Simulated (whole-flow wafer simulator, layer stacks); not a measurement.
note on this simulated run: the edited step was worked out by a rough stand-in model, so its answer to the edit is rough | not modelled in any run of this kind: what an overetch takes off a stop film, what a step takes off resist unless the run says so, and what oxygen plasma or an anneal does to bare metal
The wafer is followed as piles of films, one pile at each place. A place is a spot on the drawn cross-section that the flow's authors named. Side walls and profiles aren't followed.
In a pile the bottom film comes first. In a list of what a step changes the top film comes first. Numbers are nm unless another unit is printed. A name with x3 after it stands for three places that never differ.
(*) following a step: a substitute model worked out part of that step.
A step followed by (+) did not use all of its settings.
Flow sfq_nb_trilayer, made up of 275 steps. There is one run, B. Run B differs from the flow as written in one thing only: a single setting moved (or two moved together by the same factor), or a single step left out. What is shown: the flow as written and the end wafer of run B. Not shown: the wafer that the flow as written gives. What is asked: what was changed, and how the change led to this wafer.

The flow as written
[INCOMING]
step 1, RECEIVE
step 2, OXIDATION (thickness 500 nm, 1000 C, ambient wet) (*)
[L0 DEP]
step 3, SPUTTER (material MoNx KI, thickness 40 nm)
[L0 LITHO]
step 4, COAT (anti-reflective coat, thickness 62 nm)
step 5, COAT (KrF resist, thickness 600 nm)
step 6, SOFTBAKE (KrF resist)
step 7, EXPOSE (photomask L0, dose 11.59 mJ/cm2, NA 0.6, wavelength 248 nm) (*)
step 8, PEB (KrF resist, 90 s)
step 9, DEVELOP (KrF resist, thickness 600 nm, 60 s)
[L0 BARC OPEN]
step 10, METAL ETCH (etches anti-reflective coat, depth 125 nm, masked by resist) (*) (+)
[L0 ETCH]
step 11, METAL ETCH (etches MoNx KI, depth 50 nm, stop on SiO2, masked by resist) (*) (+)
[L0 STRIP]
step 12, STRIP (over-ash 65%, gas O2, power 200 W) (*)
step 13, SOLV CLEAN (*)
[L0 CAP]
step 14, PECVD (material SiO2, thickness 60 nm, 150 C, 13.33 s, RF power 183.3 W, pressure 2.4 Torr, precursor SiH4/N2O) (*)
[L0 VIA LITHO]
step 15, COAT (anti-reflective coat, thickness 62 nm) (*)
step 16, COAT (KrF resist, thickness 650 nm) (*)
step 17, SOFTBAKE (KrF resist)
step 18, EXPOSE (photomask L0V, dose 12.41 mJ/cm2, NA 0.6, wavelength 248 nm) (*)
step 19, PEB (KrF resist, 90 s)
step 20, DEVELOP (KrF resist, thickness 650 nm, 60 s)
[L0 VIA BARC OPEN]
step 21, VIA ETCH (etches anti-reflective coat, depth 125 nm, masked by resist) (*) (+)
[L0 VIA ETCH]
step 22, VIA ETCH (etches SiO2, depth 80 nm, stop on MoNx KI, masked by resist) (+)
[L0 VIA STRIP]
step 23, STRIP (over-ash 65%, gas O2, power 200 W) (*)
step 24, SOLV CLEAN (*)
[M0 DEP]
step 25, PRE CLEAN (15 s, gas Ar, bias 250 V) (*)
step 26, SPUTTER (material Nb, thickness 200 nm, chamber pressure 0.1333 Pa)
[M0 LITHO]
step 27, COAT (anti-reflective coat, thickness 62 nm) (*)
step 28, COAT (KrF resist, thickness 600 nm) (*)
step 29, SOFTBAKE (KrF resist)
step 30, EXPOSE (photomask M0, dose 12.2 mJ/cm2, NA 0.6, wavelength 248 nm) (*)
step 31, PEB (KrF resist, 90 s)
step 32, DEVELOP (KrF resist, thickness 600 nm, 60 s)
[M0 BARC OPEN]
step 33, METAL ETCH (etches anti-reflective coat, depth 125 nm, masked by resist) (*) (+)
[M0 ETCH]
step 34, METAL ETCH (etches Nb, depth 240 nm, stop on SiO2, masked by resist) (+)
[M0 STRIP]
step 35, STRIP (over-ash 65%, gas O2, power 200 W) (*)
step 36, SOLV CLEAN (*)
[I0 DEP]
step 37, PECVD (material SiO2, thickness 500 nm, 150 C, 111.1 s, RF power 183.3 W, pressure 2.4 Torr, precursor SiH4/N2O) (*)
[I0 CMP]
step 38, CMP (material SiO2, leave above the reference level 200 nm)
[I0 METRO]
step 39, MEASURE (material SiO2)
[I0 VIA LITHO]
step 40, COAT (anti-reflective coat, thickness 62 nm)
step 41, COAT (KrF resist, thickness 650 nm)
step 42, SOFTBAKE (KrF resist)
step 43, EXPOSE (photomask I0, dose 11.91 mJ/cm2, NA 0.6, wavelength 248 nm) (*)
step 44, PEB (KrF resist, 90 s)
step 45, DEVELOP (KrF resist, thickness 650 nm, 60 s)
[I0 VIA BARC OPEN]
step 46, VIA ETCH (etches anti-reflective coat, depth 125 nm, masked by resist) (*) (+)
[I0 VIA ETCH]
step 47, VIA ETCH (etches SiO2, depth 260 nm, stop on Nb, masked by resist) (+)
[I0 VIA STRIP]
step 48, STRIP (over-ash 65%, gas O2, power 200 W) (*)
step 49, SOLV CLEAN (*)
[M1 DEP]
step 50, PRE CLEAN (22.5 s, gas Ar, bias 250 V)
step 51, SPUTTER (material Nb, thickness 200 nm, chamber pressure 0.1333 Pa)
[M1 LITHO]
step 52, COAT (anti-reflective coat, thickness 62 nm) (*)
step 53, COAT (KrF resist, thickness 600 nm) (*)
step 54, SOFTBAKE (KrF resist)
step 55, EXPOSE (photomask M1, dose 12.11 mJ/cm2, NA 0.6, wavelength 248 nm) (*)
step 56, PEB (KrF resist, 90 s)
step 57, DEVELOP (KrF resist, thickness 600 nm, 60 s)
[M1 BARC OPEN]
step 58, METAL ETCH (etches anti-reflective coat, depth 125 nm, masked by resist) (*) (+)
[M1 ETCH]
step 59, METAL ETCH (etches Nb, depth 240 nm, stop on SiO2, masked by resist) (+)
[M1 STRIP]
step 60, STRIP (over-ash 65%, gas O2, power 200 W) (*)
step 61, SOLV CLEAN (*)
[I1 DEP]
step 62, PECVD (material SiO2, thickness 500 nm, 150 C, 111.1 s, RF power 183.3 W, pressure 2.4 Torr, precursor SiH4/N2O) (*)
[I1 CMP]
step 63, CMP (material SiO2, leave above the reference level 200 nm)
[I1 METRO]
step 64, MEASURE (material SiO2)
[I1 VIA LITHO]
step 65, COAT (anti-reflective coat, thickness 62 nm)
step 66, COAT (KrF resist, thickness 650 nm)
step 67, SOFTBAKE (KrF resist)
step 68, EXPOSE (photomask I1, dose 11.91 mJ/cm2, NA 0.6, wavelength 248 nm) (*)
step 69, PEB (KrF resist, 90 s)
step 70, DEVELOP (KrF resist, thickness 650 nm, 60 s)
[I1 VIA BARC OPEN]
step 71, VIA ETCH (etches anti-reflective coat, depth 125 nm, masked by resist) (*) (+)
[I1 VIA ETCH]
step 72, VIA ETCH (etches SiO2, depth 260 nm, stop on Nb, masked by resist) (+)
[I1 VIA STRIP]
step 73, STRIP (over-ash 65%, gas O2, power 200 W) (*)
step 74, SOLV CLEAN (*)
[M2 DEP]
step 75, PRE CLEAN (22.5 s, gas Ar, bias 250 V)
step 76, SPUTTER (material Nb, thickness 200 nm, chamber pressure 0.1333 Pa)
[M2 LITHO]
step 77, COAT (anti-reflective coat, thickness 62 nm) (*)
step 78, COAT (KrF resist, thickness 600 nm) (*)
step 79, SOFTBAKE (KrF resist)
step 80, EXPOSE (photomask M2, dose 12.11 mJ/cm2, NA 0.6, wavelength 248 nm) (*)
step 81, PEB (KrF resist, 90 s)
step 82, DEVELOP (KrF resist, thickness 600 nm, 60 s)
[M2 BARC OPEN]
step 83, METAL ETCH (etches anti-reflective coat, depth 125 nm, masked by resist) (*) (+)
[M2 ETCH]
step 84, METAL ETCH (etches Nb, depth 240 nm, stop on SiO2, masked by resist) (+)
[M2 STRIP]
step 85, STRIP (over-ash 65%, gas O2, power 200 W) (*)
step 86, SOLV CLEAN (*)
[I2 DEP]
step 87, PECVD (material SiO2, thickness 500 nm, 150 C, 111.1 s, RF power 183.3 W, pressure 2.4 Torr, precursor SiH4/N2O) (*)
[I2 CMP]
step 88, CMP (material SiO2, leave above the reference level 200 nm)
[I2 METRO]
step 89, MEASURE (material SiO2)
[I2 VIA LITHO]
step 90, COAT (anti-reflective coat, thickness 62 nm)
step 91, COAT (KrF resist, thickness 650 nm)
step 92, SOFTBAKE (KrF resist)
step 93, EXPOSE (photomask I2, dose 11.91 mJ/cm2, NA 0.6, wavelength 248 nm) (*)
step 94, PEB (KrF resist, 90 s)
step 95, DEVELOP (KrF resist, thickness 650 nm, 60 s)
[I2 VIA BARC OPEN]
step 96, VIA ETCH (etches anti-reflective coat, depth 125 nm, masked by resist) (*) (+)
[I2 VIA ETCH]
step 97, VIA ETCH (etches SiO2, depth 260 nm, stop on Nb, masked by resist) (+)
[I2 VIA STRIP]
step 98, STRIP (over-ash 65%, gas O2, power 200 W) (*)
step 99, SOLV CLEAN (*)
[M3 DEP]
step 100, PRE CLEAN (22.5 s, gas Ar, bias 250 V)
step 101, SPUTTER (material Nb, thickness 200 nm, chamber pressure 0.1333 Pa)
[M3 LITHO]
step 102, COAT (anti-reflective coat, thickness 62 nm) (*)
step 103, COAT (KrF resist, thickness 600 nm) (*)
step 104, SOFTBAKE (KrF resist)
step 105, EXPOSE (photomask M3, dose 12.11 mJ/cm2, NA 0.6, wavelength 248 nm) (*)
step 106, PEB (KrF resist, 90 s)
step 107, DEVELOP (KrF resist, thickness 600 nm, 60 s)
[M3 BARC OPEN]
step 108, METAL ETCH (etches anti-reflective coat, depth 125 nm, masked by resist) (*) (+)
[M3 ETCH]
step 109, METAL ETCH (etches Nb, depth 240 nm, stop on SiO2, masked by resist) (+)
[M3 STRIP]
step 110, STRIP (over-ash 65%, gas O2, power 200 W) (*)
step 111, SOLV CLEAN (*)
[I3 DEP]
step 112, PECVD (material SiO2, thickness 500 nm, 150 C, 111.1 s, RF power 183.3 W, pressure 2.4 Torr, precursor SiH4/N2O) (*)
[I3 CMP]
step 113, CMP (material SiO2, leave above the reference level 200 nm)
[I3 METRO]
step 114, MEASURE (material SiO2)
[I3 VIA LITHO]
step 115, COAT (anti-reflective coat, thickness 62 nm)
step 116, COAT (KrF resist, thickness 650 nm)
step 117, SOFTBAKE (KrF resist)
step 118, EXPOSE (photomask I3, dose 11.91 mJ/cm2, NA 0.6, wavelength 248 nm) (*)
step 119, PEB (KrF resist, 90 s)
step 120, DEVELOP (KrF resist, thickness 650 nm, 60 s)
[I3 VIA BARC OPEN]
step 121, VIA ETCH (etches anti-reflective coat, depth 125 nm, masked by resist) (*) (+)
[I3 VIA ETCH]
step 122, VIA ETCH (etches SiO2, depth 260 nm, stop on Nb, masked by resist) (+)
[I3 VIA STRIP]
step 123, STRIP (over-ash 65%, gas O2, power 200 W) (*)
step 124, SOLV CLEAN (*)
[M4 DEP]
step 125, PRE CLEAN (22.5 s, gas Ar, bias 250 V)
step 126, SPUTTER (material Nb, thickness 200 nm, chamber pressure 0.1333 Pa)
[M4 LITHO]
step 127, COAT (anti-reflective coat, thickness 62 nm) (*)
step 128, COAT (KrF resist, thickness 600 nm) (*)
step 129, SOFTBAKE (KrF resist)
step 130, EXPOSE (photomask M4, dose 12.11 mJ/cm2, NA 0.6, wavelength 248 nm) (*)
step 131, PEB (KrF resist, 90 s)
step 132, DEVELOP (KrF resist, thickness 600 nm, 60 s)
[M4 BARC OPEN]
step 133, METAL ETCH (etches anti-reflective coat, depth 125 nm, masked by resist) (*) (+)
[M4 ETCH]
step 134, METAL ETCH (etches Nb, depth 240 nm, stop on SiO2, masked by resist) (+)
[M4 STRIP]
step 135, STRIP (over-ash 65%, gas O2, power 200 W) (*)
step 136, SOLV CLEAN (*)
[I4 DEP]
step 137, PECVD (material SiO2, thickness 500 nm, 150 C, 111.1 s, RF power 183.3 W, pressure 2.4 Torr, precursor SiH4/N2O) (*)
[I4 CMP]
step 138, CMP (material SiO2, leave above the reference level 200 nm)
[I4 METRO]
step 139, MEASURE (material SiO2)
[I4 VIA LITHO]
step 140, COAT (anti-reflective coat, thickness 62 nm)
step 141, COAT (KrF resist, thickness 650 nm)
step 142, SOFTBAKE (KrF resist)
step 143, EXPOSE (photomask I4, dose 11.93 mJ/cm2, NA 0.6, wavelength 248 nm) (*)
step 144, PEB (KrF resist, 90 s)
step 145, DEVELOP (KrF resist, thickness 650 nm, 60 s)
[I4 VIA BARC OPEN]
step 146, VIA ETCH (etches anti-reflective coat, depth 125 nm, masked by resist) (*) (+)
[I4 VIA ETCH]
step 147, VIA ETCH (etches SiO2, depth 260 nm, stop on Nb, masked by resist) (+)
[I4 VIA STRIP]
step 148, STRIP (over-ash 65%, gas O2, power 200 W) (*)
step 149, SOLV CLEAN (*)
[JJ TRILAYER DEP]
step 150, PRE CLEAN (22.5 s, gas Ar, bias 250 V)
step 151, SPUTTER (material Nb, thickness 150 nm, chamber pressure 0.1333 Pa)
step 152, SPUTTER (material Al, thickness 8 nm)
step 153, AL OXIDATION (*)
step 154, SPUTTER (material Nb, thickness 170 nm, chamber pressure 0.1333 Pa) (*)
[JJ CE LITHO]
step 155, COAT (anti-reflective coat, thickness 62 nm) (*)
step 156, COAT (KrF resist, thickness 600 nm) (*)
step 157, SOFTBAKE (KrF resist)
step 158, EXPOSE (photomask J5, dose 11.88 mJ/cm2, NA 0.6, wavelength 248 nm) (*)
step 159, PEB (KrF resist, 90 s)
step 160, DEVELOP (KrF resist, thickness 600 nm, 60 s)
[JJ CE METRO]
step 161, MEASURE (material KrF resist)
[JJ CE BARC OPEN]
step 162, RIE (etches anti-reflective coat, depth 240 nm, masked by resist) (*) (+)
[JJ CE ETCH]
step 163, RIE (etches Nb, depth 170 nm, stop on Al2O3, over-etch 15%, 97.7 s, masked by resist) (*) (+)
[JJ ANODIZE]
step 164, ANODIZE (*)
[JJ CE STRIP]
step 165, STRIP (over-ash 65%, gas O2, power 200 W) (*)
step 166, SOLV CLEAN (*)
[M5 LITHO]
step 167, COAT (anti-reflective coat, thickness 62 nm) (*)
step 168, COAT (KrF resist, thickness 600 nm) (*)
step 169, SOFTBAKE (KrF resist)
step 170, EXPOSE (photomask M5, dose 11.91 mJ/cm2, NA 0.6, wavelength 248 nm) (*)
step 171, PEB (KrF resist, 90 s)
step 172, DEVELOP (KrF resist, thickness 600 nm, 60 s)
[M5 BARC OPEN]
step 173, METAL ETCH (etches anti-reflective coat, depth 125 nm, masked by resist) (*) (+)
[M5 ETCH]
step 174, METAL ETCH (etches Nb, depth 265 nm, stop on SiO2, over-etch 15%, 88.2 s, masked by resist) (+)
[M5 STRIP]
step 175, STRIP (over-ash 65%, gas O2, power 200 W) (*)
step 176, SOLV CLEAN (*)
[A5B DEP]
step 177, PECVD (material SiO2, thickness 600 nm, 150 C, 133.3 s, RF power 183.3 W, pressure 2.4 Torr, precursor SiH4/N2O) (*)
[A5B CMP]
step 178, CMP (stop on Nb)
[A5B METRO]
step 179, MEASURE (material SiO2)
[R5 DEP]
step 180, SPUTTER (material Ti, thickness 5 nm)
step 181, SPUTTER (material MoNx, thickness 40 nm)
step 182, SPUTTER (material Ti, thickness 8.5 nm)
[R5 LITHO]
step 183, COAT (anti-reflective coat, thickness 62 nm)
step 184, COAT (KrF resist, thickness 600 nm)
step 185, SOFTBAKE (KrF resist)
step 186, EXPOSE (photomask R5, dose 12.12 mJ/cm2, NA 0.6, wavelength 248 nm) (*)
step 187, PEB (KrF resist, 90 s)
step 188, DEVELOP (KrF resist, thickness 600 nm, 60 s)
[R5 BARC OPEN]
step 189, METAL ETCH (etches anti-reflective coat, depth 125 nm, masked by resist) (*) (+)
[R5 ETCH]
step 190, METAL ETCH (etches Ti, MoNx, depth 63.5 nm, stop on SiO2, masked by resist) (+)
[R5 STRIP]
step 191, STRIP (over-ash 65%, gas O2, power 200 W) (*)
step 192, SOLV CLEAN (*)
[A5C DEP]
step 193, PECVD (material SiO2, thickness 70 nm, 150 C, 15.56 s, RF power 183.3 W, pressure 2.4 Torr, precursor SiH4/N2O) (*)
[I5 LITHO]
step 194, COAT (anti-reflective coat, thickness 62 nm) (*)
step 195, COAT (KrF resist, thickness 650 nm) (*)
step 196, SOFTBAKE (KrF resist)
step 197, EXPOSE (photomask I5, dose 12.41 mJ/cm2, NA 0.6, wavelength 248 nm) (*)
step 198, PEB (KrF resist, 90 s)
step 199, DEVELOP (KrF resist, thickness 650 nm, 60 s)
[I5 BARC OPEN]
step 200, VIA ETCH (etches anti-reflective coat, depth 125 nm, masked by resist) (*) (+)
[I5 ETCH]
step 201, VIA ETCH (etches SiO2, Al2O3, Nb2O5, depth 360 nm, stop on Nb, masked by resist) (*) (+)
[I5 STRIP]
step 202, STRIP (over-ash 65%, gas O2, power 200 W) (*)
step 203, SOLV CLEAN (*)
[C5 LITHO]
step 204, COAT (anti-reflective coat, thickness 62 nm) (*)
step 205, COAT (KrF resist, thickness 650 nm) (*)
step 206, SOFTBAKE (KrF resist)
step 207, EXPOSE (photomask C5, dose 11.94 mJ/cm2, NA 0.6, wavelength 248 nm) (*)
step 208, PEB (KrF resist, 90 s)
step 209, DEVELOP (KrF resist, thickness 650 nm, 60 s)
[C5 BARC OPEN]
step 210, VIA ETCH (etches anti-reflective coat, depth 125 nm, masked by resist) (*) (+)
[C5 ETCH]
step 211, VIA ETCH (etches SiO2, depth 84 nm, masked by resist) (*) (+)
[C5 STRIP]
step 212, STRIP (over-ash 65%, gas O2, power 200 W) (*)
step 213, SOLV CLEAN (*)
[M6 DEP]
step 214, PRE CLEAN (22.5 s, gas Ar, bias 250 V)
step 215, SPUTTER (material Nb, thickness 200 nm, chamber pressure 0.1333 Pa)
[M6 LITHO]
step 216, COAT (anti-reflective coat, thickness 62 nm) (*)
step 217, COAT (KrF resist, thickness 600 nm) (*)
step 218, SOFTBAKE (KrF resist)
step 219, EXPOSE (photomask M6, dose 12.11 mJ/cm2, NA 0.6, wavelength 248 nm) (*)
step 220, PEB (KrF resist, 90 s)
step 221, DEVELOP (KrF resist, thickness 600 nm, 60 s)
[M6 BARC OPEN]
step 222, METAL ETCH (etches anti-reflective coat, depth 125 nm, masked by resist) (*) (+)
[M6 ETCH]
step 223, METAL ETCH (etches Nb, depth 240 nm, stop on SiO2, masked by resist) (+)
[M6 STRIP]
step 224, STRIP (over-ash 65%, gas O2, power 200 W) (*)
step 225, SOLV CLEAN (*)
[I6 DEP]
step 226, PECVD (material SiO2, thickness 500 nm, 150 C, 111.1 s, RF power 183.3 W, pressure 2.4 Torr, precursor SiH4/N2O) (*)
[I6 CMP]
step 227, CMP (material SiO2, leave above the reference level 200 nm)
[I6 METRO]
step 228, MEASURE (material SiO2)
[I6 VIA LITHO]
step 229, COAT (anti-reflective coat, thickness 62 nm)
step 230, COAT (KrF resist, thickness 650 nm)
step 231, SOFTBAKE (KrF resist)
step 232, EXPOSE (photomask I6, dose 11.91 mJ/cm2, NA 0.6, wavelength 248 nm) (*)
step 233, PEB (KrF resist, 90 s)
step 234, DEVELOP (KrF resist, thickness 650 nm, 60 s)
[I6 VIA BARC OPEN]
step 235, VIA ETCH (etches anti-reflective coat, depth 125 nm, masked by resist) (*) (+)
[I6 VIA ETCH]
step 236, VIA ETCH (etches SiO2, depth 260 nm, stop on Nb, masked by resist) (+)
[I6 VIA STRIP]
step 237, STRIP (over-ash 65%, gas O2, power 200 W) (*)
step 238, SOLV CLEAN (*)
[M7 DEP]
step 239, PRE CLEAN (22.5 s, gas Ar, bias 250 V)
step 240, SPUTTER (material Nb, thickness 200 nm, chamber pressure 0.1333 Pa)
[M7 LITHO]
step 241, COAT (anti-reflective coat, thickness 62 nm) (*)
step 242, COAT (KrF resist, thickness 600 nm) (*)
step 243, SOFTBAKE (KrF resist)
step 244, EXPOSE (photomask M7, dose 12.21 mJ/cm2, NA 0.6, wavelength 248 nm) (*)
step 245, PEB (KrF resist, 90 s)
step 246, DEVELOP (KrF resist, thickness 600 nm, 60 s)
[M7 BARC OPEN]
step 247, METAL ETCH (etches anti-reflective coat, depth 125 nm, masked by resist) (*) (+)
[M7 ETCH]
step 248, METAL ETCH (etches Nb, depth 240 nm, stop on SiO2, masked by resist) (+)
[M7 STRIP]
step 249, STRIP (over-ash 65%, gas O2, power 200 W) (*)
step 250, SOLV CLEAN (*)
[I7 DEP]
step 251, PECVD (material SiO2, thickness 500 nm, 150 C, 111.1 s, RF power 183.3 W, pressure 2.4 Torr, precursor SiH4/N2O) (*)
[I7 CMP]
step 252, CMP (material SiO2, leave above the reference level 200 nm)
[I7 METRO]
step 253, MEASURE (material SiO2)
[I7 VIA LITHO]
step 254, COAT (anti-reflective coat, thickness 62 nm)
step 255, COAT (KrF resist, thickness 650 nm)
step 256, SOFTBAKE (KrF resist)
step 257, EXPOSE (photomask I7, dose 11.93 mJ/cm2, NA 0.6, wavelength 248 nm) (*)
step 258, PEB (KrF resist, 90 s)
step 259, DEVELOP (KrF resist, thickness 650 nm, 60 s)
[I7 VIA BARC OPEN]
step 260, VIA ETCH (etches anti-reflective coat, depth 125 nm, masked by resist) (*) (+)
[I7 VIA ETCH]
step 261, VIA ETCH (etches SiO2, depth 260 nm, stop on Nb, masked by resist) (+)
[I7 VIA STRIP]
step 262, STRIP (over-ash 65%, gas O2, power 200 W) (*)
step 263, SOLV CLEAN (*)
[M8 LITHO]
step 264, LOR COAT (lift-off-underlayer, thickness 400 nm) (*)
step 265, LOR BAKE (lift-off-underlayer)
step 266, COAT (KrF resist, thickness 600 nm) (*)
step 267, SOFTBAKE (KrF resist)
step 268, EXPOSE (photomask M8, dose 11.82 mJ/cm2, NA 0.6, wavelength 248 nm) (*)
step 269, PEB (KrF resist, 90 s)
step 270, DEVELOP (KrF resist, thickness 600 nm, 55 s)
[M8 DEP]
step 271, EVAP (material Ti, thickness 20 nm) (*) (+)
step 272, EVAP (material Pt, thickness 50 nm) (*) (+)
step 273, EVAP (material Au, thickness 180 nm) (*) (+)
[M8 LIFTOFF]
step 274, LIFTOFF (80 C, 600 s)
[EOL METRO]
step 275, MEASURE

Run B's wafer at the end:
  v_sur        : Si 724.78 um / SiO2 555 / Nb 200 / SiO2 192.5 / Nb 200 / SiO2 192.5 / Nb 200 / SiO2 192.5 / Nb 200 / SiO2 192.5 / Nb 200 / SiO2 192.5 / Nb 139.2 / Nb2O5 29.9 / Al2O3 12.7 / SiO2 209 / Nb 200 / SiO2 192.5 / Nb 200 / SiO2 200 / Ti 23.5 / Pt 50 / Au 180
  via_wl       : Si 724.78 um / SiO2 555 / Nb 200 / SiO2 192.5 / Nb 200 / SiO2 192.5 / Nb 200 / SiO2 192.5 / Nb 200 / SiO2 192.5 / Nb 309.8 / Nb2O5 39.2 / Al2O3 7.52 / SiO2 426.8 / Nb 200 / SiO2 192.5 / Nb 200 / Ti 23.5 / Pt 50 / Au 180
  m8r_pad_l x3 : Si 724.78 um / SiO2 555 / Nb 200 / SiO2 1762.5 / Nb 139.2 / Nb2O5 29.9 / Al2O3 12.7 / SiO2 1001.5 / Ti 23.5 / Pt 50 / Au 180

What caused this: step 271, EVAP: thickness 23.5 nm was run, while the flow as written has thickness 20 nm.
The wafer itself shows it: v_sur has Ti 23.5, and step 271 as written asks for 20 nm.

Step by step, how the change led to this:
  step 271, EVAP (material Ti, thickness 20 nm) (*) (+)
      field_l, v_sur, via_wl and 103 more: +23.5 Ti (new film) (as written it would have been: +20 Ti (new film))
  step 274, LIFTOFF (80 C, 600 s)
      p4_fl x3, p4_w1 x9, p4_g1 x2 and 60 more: -180 Au (all of it), -50 Pt (all of it), -23.5 Ti (all of it), -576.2 KrF resist (all of it), -400 lift-off-underlayer (all of it) (as written it would have been: -180 Au (all of it), -50 Pt (all of it), -20 Ti (all of it), -576.2 KrF resist (all of it), -400 lift-off-underlayer (all of it))
      c5j, ce_r: -180 Au (all of it), -50 Pt (all of it), -23.5 Ti (all of it), -573.3 KrF resist (all of it), -399.3 lift-off-underlayer (all of it) (as written it would have been: -180 Au (all of it), -50 Pt (all of it), -20 Ti (all of it), -573.3 KrF resist (all of it), -399.3 lift-off-underlayer (all of it))
      (as well as at 19 more places)
